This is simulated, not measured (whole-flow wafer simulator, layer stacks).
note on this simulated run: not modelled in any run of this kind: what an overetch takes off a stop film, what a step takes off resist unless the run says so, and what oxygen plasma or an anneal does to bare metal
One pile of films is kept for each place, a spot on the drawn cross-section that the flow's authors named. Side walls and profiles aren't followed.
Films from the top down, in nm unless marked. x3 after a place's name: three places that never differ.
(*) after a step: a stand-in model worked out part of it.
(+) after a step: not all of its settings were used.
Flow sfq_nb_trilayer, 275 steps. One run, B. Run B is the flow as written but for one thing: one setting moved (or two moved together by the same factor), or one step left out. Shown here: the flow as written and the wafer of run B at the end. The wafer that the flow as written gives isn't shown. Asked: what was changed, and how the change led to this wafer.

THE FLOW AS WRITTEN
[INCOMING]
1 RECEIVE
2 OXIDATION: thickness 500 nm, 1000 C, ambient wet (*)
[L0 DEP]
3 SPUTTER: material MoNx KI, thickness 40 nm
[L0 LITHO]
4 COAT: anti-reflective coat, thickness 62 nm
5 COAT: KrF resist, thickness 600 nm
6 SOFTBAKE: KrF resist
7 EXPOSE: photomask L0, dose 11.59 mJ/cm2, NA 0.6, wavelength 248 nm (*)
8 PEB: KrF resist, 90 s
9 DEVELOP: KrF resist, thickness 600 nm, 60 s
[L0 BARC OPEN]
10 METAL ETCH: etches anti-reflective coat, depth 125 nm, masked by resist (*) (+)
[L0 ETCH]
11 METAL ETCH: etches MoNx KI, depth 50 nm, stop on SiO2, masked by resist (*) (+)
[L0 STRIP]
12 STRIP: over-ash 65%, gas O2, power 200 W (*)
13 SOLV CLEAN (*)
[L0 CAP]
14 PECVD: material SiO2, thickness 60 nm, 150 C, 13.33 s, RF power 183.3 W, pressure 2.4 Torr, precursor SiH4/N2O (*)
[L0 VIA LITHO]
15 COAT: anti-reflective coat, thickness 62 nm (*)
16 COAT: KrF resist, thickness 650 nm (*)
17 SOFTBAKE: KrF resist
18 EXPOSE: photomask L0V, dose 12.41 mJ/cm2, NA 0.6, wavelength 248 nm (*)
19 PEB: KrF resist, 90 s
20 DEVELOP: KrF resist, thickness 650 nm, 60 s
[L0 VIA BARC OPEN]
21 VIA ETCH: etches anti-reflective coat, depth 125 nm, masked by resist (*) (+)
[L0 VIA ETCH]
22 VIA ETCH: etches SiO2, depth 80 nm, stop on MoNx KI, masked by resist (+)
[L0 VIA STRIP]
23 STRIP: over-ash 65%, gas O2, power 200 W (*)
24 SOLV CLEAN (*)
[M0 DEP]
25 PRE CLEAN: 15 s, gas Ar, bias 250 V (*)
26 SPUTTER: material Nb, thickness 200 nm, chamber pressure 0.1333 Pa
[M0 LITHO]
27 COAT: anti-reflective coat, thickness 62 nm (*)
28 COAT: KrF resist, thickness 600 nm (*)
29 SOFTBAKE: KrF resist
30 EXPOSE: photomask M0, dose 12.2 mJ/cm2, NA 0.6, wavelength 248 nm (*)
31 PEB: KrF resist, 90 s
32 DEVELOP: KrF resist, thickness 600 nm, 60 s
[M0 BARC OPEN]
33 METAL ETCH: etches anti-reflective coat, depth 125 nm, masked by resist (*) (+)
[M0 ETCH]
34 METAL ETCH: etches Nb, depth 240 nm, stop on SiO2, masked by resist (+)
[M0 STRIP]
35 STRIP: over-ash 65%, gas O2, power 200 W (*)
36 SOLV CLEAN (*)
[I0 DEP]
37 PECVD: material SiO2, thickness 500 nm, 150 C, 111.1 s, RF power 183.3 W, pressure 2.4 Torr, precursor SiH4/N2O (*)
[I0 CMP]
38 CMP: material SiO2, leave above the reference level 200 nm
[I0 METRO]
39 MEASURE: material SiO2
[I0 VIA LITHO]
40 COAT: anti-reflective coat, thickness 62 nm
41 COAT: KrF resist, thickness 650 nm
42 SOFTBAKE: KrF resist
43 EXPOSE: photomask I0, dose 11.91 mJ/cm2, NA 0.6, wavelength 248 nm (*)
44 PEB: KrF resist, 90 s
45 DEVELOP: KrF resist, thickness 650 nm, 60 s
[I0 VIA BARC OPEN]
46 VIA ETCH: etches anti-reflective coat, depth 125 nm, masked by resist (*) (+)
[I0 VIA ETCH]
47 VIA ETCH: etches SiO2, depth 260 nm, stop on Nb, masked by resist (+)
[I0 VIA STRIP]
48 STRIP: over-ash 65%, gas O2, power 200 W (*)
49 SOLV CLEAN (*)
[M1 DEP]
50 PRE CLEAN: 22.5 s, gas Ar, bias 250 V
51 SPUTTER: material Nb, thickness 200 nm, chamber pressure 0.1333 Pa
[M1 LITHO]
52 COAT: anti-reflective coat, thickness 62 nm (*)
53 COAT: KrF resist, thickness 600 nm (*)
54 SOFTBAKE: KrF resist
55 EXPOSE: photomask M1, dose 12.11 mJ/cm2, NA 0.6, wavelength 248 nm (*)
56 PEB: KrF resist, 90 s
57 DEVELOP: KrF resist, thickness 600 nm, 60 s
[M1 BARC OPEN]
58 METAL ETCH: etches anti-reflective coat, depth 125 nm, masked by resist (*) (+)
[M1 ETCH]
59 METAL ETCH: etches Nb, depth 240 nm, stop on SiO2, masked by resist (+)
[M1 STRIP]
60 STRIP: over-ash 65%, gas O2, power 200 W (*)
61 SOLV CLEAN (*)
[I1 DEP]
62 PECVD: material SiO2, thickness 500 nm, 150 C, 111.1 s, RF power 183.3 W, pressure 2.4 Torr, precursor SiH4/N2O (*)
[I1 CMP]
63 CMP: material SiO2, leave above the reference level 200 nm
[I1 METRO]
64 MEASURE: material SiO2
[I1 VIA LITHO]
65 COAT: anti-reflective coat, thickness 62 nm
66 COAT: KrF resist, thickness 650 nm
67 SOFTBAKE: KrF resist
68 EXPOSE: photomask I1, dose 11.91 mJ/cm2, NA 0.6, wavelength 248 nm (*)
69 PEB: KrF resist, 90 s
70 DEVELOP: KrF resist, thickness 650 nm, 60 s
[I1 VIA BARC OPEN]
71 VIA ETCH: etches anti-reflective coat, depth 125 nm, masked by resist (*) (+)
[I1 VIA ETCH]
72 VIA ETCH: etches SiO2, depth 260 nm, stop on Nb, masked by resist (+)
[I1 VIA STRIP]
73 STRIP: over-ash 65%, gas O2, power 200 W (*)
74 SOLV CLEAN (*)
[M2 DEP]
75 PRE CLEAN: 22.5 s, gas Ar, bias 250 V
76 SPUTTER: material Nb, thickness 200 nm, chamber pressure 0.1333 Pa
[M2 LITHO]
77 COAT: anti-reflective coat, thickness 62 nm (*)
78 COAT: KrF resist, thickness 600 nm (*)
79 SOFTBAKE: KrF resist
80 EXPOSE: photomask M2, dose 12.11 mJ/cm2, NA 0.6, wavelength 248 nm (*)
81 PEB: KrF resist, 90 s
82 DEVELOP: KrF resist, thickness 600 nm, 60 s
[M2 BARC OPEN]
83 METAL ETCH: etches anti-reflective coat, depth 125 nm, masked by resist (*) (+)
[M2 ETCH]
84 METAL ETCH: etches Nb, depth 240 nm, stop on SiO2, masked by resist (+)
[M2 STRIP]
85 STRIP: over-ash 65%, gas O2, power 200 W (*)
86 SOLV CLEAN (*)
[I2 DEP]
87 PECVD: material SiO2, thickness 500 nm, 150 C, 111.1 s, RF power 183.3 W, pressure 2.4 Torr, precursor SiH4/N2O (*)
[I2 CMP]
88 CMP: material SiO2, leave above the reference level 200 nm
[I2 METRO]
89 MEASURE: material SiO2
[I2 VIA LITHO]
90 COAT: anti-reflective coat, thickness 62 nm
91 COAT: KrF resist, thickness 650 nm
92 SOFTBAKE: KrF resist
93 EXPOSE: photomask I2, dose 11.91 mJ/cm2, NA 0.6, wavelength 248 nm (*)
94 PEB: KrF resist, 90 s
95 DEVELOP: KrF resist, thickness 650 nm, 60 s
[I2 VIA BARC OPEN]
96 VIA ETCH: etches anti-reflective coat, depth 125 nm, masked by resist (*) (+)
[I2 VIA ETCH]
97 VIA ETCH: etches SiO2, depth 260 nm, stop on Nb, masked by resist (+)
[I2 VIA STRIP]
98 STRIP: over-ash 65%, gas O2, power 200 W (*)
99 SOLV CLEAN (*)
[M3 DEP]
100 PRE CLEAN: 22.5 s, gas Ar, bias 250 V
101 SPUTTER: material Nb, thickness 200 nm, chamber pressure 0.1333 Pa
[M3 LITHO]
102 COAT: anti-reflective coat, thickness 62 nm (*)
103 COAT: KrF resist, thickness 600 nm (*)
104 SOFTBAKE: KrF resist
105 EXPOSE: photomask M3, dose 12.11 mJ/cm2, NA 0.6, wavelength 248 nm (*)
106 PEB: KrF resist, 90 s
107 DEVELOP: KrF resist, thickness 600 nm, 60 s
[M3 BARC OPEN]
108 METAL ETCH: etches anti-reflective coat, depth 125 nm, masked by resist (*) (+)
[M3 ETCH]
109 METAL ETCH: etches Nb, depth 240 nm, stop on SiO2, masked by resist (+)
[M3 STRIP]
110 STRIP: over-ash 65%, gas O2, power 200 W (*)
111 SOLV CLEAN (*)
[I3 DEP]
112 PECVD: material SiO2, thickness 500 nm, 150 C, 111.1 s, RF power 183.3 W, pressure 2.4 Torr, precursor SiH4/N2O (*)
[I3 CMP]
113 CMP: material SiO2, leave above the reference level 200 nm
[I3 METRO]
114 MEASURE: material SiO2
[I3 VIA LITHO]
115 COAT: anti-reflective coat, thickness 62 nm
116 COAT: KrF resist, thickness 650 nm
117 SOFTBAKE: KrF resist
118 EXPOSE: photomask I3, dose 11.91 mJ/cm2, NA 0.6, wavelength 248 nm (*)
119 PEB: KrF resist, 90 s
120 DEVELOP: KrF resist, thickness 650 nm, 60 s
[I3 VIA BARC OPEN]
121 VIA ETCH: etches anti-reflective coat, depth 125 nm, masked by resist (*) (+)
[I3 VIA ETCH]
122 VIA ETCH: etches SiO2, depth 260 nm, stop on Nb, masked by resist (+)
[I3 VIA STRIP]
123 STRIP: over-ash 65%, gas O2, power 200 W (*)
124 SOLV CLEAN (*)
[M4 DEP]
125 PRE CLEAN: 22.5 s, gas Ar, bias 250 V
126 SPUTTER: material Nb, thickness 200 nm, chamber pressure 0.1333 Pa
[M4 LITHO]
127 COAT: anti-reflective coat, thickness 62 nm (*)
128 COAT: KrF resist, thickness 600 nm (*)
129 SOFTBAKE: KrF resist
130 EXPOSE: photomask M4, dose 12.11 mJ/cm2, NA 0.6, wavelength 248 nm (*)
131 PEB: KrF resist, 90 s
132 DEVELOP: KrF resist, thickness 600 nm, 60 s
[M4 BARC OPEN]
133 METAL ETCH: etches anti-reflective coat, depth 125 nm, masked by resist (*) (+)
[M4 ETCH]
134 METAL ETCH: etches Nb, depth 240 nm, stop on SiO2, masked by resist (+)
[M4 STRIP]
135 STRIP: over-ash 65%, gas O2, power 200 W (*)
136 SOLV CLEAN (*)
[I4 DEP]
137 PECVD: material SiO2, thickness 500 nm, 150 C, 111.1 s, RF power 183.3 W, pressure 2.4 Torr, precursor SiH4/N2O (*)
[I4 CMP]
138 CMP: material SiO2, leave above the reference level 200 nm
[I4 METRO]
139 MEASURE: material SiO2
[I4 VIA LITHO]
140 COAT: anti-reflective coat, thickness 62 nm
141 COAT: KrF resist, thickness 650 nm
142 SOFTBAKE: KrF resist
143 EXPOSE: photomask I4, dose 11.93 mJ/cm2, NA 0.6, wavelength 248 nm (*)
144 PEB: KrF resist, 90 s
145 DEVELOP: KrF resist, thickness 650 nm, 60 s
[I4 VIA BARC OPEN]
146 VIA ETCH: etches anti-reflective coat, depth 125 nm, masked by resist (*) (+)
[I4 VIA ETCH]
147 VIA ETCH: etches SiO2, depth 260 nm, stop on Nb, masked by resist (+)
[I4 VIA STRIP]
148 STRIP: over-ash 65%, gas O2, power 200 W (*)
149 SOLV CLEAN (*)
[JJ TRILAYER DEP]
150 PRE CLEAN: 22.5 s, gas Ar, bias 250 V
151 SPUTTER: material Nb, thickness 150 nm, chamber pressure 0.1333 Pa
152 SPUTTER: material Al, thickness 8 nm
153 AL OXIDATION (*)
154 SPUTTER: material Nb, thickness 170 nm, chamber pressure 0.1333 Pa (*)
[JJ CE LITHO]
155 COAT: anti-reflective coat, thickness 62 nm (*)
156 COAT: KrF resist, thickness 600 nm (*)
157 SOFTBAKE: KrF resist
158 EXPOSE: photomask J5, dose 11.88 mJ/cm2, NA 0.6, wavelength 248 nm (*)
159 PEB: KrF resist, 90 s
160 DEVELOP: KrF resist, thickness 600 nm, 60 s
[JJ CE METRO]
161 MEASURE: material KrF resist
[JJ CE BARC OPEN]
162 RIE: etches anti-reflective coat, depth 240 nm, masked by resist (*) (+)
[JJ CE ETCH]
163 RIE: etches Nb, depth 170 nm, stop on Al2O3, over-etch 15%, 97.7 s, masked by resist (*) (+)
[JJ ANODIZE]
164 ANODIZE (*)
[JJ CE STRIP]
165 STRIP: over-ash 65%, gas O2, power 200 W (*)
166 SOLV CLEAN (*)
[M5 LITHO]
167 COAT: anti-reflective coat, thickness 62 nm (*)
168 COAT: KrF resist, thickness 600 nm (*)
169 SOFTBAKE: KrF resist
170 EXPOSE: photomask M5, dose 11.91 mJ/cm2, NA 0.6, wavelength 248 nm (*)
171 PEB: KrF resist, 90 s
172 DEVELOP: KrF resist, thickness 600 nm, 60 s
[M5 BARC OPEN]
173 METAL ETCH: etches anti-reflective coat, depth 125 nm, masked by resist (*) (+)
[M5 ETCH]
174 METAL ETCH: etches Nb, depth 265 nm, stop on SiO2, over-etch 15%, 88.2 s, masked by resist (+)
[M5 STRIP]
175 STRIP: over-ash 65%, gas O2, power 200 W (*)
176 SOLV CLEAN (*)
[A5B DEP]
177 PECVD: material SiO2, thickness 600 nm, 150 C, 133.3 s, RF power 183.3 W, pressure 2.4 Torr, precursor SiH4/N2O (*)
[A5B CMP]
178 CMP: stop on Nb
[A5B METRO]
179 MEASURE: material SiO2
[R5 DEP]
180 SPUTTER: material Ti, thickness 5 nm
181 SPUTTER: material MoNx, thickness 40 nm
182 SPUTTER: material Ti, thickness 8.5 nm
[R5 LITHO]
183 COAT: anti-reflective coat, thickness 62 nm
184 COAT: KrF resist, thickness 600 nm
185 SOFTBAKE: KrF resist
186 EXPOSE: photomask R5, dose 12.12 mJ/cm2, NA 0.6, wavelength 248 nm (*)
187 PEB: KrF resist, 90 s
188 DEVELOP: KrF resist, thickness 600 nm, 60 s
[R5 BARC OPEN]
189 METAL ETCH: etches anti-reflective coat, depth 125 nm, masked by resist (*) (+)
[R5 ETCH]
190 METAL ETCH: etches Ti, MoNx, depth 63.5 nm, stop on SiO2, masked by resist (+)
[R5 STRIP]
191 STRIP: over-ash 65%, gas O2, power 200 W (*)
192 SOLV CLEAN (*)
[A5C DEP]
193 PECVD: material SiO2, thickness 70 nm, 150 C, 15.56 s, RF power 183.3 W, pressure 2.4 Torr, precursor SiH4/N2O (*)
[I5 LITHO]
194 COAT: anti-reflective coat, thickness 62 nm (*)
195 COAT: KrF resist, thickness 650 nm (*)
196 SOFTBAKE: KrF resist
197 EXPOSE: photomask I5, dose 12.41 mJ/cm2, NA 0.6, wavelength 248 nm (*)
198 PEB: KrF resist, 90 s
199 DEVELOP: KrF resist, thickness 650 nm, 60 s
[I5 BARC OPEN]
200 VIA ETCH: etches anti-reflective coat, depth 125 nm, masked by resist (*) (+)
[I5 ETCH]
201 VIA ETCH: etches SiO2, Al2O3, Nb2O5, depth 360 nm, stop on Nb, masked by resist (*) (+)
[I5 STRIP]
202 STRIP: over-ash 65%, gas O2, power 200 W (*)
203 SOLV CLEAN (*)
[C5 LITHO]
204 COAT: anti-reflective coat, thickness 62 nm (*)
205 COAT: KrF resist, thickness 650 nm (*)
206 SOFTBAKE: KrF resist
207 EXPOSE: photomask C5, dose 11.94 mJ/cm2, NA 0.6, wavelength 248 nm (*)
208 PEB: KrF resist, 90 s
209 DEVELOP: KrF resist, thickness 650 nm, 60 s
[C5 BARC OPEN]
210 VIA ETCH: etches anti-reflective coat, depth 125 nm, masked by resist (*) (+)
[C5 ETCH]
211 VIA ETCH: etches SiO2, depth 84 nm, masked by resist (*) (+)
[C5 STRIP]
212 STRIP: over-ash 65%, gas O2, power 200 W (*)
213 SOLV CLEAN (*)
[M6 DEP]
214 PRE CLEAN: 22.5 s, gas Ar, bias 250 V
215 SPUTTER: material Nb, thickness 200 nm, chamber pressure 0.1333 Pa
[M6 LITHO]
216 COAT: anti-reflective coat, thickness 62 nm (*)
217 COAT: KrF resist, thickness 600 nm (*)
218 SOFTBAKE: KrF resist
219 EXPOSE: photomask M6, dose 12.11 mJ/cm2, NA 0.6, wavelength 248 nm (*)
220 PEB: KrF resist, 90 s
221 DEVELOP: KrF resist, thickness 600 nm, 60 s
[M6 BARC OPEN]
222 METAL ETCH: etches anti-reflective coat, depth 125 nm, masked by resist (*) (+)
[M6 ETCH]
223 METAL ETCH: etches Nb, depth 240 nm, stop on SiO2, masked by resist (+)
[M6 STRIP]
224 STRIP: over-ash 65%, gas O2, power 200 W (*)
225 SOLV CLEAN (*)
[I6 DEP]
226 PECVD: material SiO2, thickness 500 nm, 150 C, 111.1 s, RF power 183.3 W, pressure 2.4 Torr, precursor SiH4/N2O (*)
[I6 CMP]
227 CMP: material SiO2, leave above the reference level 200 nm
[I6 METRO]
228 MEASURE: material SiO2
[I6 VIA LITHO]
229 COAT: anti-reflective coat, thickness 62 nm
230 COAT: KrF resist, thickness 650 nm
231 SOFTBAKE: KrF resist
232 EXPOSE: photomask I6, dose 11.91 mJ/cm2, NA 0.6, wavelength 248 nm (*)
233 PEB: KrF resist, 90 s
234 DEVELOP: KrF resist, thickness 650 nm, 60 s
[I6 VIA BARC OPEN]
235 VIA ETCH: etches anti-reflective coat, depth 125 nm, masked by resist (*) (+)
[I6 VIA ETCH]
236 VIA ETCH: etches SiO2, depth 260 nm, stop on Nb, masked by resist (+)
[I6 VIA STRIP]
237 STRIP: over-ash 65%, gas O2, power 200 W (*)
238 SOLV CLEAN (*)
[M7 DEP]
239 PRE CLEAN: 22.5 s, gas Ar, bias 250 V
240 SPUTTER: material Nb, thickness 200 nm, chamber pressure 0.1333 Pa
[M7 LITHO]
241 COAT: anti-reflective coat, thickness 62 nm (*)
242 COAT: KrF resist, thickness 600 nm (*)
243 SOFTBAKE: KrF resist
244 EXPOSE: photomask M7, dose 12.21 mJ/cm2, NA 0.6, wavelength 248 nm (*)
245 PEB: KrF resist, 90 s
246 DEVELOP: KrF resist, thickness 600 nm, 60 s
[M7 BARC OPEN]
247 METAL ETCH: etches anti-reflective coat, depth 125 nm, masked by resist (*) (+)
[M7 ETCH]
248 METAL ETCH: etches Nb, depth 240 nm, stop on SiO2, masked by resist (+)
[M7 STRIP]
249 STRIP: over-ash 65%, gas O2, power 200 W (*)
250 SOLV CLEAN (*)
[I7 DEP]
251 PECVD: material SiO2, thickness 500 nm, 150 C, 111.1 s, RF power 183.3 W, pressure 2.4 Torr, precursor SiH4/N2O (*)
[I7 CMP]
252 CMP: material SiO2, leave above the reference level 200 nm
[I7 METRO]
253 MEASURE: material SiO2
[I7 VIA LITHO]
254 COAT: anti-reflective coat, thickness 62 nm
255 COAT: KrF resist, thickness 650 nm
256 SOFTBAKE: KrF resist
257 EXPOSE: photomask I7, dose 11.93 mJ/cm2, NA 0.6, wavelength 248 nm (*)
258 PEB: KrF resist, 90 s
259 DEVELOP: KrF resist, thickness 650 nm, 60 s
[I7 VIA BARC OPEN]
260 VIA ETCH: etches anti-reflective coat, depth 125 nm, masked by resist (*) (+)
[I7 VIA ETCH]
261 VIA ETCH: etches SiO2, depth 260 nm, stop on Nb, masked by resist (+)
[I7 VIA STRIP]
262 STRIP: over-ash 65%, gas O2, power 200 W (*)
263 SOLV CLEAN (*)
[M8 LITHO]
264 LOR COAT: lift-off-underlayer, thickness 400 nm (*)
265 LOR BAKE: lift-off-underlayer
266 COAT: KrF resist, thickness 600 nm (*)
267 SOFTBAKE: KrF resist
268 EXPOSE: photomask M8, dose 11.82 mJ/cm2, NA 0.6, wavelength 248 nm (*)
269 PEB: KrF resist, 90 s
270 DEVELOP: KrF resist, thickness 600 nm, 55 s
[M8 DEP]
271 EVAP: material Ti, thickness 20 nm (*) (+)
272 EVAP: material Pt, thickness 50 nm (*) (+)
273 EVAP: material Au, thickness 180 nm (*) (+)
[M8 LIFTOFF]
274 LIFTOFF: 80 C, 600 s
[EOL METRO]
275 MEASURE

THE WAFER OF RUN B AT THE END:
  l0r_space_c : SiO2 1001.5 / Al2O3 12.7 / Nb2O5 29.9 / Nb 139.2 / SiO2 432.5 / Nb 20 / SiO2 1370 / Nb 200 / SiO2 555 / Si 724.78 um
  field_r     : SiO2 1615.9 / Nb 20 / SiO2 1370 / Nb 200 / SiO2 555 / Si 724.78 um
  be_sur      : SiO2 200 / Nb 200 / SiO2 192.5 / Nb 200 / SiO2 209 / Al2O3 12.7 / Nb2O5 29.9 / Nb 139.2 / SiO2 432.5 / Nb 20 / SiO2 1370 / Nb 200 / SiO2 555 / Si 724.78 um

The cause: step 126, SPUTTER: thickness 260 nm was run, where the flow has thickness 200 nm.

How the change led to this, step by step:
  126 SPUTTER: material Nb, thickness 200 nm, chamber pressure 0.1333 Pa
      field_l, v_sur, via_wl and 102 more: Nb +260 (new film) (as written it would be: Nb +200 (new film))
      via_v: Nb +215.9 (as written it would be: Nb +165.5)
  134 METAL ETCH: etches Nb, depth 240 nm, stop on SiO2, masked by resist (+)
      field_l, be, be_sur and 64 more: Nb -240 (as written it would be: Nb -200 (all of it))
  137 PECVD: material SiO2, thickness 500 nm, 150 C, 111.1 s, RF power 183.3 W, pressure 2.4 Torr, precursor SiH4/N2O (*)
      field_l, be, be_sur and 55 more: SiO2 +500 (new film) (as written it would be: SiO2 +500)
      p3_s0 x6: SiO2 +597.1 (new film) (as written it would be: SiO2 +557.1)
      (and at 4 more places)
  138 CMP: material SiO2, leave above the reference level 200 nm
      field_l, be, be_sur and 55 more: SiO2 -60 (as written it would be: SiO2 -100)
      lsp_r, l0_sur, l0v: SiO2 -50.3 (as written it would be: SiO2 -91.9)
      (and at 1 more place)
Counting metal films that touch as one body, l0r_space_c has 3 bodies (between them, from the top down: SiO2 432.5; SiO2 1370); the flow as written gives 2 bodies (between them, from the top down: SiO2 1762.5).
Counting metal films that touch as one body, field_r has 2 bodies (between them, from the top down: SiO2 1370); the flow as written gives 1 body.
Counting metal films that touch as one body, be_sur has 5 bodies (between them, from the top down: SiO2 192.5; SiO2 209 / Al2O3 12.7 / Nb2O5 29.9; SiO2 432.5; SiO2 1370); the flow as written gives 4 bodies (between them, from the top down: SiO2 192.5; SiO2 209 / Al2O3 12.7 / Nb2O5 29.9; SiO2 1762.5).
